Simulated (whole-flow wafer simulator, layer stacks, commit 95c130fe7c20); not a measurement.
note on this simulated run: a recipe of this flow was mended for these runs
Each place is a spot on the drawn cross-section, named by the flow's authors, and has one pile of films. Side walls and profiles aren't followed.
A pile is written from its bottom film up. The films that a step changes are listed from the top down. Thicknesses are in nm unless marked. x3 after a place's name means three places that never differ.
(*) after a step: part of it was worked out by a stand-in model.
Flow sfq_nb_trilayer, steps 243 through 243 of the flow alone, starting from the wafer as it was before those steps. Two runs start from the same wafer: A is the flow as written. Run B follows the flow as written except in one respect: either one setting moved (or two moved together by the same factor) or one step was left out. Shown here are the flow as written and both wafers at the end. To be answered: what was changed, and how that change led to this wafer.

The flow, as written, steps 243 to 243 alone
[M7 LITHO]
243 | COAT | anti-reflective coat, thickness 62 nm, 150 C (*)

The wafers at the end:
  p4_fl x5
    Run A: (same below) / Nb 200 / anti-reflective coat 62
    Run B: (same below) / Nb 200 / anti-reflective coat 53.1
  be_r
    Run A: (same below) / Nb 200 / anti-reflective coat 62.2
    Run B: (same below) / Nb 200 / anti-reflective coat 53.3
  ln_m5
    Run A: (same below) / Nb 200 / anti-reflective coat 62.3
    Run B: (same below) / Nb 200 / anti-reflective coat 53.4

Cause: step 243, COAT: thickness 53.1 nm was run, whereas the flow has thickness 62 nm.
One can read it off the wafer: p4_fl x5 has anti-reflective coat 53.1, and step 243 as written asks for 62 nm.

Step by step, how the change led to this:
  243 | COAT | anti-reflective coat, thickness 62 nm, 150 C (*)
      p4_fl x5, p4_w1 x9, p3_s0 x15 and 48 more: A anti-reflective coat gains 62 (new film) | B anti-reflective coat gains 53.1 (new film)
      be_r, r_sur, res, r_end, moat, field_r: A anti-reflective coat gains 62.2 (new film) | B anti-reflective coat gains 53.3 (new film)
      (and at 23 other places as well)
